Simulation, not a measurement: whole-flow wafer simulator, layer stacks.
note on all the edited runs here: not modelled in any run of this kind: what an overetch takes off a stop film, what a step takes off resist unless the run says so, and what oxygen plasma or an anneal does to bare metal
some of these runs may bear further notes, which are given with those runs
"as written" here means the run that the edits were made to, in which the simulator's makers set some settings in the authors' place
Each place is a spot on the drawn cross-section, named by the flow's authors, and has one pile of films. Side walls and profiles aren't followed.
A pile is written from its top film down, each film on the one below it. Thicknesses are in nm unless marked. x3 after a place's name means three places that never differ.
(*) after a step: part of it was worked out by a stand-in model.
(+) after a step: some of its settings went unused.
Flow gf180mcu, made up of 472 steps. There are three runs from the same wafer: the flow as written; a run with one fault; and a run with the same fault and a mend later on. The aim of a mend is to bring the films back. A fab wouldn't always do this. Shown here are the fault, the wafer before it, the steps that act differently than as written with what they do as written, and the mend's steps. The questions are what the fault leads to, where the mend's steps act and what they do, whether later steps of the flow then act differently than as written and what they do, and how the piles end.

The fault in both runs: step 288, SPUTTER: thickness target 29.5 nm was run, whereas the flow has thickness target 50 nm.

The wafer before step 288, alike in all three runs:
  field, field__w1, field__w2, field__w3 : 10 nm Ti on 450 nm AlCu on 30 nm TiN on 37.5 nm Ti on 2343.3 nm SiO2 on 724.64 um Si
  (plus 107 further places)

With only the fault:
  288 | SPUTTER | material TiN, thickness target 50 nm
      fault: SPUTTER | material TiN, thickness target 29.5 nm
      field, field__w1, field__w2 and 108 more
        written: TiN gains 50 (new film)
        fault: TiN gains 29.5 (new film)
  Later steps of the flow acting differently than as written (2 more steps, not shown, differ only slightly: by at most 2% or 0.5 nm, whichever is larger):
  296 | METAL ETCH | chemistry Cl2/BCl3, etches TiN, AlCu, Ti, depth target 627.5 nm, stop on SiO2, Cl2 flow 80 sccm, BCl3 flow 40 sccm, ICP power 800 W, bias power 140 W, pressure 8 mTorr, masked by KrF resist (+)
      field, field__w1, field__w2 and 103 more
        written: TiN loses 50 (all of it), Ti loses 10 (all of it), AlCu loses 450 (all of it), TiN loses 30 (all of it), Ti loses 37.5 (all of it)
        fault: TiN loses 29.5 (all of it), Ti loses 10 (all of it), AlCu loses 450 (all of it), TiN loses 30 (all of it), Ti loses 37.5 (all of it)
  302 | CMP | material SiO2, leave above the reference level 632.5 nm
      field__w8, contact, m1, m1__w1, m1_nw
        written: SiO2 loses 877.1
        fault: SiO2 loses 856.6
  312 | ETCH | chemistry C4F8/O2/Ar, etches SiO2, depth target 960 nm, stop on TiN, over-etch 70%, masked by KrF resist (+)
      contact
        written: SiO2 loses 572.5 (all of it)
        fault: SiO2 loses 593 (all of it)
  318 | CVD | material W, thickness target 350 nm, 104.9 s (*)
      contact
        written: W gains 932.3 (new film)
        fault: W gains 953 (new film)
  At field__w8, contact, m1, m1__w1, m1_nw, the piles at the end differ from the flow's by more than 2% or 0.5 nm, whichever is larger.
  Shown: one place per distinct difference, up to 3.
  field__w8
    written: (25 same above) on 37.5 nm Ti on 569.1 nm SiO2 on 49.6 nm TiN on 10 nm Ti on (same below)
    fault: (25 same above) on 37.5 nm Ti on 589.6 nm SiO2 on 29.1 nm TiN on 10 nm Ti on (same below)
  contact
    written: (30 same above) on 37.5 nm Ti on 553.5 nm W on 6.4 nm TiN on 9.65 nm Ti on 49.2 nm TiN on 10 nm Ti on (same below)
    fault: (30 same above) on 37.5 nm Ti on 574.2 nm W on 6.33 nm TiN on 9.54 nm Ti on 28.7 nm TiN on 10 nm Ti on (same below)

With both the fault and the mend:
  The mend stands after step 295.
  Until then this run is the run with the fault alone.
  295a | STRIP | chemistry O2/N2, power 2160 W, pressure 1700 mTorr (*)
      field__w8, contact, m1, m1__w1, m1_nw
        KrF resist loses 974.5 (all of it)
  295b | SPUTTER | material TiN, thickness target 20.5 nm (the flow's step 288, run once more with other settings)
      field, field__w1, field__w2 and 108 more
        TiN gains 20.5
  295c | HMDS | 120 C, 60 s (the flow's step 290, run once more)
      leaves every film unchanged at each place that is followed
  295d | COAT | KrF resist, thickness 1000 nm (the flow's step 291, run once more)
      field, field__w1, field__w2 and 108 more
        KrF resist gains 1000 (new film)
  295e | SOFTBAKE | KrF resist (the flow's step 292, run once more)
      leaves every film unchanged at each place that is followed
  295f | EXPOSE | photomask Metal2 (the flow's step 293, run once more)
      leaves every film unchanged at each place that is followed
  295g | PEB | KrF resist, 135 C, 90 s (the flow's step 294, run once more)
      field, field__w1, field__w2 and 108 more
        KrF resist loses 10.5
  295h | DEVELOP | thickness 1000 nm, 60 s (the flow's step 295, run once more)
      field, field__w1, field__w2 and 103 more
        KrF resist loses 989.5 (all of it)
      field__w8, contact, m1, m1__w1, m1_nw
        KrF resist loses 14.9
  Every later step of the flow that is run acts as written at every place that is followed.
  The piles end the same as the flow's at every place that both follow.
